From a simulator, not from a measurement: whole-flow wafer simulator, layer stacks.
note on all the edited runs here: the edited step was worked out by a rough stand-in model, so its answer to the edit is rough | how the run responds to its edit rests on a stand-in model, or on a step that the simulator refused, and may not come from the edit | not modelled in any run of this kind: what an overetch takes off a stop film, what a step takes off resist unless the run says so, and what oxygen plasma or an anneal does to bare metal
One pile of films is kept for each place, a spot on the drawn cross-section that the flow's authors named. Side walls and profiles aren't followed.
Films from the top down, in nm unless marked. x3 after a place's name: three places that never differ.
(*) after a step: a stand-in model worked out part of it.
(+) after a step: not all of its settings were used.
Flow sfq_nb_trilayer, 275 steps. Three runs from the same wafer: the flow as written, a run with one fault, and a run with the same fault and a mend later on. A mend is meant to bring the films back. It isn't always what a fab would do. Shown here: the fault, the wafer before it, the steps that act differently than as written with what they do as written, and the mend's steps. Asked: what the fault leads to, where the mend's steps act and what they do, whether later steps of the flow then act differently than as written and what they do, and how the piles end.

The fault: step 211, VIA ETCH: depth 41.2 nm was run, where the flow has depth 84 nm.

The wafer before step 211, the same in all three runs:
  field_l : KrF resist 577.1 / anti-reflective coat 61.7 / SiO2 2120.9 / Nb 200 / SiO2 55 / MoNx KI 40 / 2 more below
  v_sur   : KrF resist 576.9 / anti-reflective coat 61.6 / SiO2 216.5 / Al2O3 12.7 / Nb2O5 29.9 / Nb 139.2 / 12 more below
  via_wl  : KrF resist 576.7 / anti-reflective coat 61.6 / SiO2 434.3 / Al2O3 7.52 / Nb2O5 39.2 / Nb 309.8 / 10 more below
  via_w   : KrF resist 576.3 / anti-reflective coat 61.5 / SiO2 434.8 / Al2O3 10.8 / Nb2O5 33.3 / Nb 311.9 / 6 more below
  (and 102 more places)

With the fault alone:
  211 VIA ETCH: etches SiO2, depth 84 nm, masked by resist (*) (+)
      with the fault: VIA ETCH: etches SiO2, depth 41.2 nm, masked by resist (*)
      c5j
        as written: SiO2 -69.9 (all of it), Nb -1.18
        with the fault: SiO2 -41.2
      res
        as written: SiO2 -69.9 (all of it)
        with the fault: SiO2 -41.2
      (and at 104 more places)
  Later steps of the flow that act differently than as written (4 more steps differ only slightly, by at most 2% or 0.5 nm, whichever is larger, and aren't shown):
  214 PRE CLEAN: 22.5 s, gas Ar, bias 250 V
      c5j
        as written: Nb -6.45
        with the fault: SiO2 -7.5
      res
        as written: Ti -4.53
        with the fault: SiO2 -7.5
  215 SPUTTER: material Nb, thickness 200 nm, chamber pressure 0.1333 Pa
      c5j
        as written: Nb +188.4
        with the fault: Nb +196.2 (new film)
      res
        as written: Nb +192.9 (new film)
        with the fault: Nb +197.8 (new film)
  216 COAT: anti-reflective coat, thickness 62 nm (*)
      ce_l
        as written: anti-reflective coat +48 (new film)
        with the fault: anti-reflective coat +55.4 (new film)
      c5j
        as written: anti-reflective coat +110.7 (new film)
        with the fault: anti-reflective coat +90.1 (new film)
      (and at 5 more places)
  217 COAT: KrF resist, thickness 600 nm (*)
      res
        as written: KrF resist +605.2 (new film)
        with the fault: KrF resist +592.2 (new film)
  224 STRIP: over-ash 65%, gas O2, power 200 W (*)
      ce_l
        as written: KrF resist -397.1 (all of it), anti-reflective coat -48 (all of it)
        with the fault: KrF resist -392.6 (all of it), anti-reflective coat -55.4 (all of it)
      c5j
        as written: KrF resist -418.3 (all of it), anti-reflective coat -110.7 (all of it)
        with the fault: KrF resist -405.8 (all of it), anti-reflective coat -90.1 (all of it)
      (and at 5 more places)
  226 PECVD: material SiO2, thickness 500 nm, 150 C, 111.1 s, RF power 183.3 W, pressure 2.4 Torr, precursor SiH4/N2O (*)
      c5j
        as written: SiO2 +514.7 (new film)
        with the fault: SiO2 +500 (new film)
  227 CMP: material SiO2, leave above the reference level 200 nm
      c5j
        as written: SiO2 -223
        with the fault: SiO2 -244.8
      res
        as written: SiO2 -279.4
        with the fault: SiO2 -310
  At the end the piles differ from the flow's by more than 2% or 0.5 nm, whichever is larger, at c5j, res.
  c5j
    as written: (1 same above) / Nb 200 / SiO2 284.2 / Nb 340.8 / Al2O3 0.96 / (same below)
    with the fault: (1 same above) / Nb 200 / SiO2 247.7 / Nb 196.2 / SiO2 21.2 / Nb 160 / Al2O3 0.96 / (same below)
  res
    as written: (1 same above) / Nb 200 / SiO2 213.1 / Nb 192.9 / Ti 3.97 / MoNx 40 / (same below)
    with the fault: (1 same above) / Nb 200 / SiO2 182.5 / Nb 197.8 / SiO2 21.2 / Ti 8.5 / MoNx 40 / (same below)

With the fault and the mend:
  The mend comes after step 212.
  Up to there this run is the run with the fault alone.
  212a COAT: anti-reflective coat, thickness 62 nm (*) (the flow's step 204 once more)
      field_r, ln_m5, lsp_m and 64 more
        anti-reflective coat +62 (new film)
      ln_m6, lsp_r, l0_sur, l0v, wl_a_sl, wl_a_m6, wl_a_sr, wl_g_sr
        anti-reflective coat +61.9 (new film)
      field_l, v_sur
        anti-reflective coat +61.6 (new film)
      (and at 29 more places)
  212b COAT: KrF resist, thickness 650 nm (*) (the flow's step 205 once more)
      l0v, p4_fl x3, p4_w1 x9 and 35 more
        KrF resist +650 (new film)
      wl_b_m5, wl_b_sr, wl_c_sl and 12 more
        KrF resist +649.9 (new film)
      lsp_r, wl_j_sl, wl_j_sr
        KrF resist +650.2 (new film)
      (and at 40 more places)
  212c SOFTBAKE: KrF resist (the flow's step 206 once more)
      changes no film at any place that is followed
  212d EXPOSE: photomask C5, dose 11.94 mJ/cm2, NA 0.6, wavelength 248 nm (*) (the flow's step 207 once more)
      changes no film at any place that is followed
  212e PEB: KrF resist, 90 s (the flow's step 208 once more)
      field_l, sp_r, moat and 79 more
        KrF resist -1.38
      v_sur, via_wl, via_w, via_wr, via_sp, be_sur, jj_sur
        KrF resist -1.37
      via_v, wire, res
        KrF resist -1.36
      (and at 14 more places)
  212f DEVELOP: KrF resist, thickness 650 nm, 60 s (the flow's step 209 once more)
      field_l, v_sur, via_wl and 101 more
        KrF resist -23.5
      c5j
        KrF resist -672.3 (all of it)
      res
        KrF resist -639.8 (all of it)
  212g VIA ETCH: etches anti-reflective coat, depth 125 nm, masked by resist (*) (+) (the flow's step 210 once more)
      field_l, v_sur, via_wl and 101 more
        KrF resist -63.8
      c5j
        anti-reflective coat -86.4 (all of it), SiO2 -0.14
      res
        anti-reflective coat -76.5 (all of it), SiO2 -0.19
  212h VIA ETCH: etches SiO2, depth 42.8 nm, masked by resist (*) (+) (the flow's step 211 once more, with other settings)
      field_l, v_sur, via_wl and 101 more
        KrF resist -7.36
      c5j
        SiO2 -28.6 (all of it), Nb -1.18
      res
        SiO2 -28.5 (all of it)
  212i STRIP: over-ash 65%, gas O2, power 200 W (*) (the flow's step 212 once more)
      p4_fl x3, p4_w1 x9, p4_g1 x2 and 33 more
        KrF resist -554 (all of it), anti-reflective coat -62 (all of it)
      wl_b_sr, wl_c_sl, wl_c_m6 and 10 more
        KrF resist -553.9 (all of it), anti-reflective coat -62 (all of it)
      wl_b_sl, wl_b_m5, wl_g_sl, wl_g_m5
        KrF resist -553.8 (all of it), anti-reflective coat -62 (all of it)
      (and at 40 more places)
  No later step of the flow acts differently than as written at any place that is followed.
  At the end the piles are the same as the flow's at every place that both follow.
